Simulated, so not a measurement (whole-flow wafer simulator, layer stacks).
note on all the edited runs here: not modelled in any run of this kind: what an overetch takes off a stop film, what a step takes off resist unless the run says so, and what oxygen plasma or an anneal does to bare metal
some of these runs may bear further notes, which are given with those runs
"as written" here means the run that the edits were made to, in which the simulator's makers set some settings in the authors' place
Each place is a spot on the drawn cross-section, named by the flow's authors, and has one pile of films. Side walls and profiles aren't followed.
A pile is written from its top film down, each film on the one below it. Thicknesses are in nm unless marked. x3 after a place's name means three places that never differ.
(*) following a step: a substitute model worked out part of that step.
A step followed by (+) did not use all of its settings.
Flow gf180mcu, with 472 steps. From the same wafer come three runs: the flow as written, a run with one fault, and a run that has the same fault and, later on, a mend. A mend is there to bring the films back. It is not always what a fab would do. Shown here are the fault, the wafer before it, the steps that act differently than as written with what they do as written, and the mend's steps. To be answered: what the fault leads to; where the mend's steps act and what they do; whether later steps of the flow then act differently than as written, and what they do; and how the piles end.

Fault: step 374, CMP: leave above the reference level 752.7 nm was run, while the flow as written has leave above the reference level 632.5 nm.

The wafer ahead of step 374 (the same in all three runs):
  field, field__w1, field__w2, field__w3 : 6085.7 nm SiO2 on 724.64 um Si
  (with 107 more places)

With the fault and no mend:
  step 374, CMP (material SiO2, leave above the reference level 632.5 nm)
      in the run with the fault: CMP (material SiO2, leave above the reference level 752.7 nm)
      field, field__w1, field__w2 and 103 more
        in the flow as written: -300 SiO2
        in the run with the fault: -179.8 SiO2
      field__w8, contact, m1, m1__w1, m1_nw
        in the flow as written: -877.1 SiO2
        in the run with the fault: -756.9 SiO2
  Steps further on in the flow that do not act as written (1 more step, not shown, differs only slightly: by at most 2% or 0.5 nm, whichever is larger):
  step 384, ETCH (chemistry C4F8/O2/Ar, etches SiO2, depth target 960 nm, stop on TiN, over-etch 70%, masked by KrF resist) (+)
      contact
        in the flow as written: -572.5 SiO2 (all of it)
        in the run with the fault: -692.7 SiO2 (all of it)
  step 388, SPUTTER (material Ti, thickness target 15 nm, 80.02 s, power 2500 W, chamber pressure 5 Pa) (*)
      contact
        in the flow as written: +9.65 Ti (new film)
        in the run with the fault: +9 Ti (new film)
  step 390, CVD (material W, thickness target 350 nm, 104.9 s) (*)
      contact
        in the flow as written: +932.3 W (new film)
        in the run with the fault: +1053.6 W (new film)
  By the end, the piles at field__w4, field__w8, contact, m1, m1__w1, mim, mim_1p0, m1_nw depart from the flow's by more than 2% or 0.5 nm, whichever is larger.
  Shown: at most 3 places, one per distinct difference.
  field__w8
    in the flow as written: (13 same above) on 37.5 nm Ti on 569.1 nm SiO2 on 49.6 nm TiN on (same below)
    in the run with the fault: (13 same above) on 37.5 nm Ti on 689.3 nm SiO2 on 49.6 nm TiN on (same below)
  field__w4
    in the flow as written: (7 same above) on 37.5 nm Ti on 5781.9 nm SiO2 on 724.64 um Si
    in the run with the fault: (7 same above) on 37.5 nm Ti on 5902.1 nm SiO2 on 724.64 um Si
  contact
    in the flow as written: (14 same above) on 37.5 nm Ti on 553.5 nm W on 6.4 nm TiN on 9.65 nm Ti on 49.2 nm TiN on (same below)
    in the run with the fault: (14 same above) on 37.5 nm Ti on 674.8 nm W on 5.97 nm TiN on 9 nm Ti on 49.2 nm TiN on (same below)

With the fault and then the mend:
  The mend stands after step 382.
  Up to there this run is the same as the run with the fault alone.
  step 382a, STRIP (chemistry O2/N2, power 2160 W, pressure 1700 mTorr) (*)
      field, field__w1, field__w2 and 107 more
        -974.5 KrF resist (all of it), -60 anti-reflective coat (all of it)
      contact
        -60 anti-reflective coat (all of it)
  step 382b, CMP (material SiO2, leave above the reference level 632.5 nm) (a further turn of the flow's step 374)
      field, field__w1, field__w2 and 108 more
        -120.2 SiO2
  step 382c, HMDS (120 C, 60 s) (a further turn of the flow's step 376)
      alters no film at any place that is followed
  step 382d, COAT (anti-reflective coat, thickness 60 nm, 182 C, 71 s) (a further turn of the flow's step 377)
      field, field__w1, field__w2 and 108 more
        +60 anti-reflective coat (new film)
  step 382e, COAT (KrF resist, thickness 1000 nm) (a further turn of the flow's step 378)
      field, field__w1, field__w2 and 108 more
        +1000 KrF resist (new film)
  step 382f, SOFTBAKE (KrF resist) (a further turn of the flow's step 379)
      alters no film at any place that is followed
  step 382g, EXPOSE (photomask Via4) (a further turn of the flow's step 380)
      alters no film at any place that is followed
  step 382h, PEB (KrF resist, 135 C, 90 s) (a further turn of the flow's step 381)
      field, field__w1, field__w2 and 108 more
        -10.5 KrF resist
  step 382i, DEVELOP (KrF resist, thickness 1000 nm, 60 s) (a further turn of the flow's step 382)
      field, field__w1, field__w2 and 107 more
        -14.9 KrF resist
      contact
        -989.5 KrF resist (all of it)
  Every later step of the flow that is run acts as written at every place that is followed.
  The piles end the same as the flow's at every place that both follow.
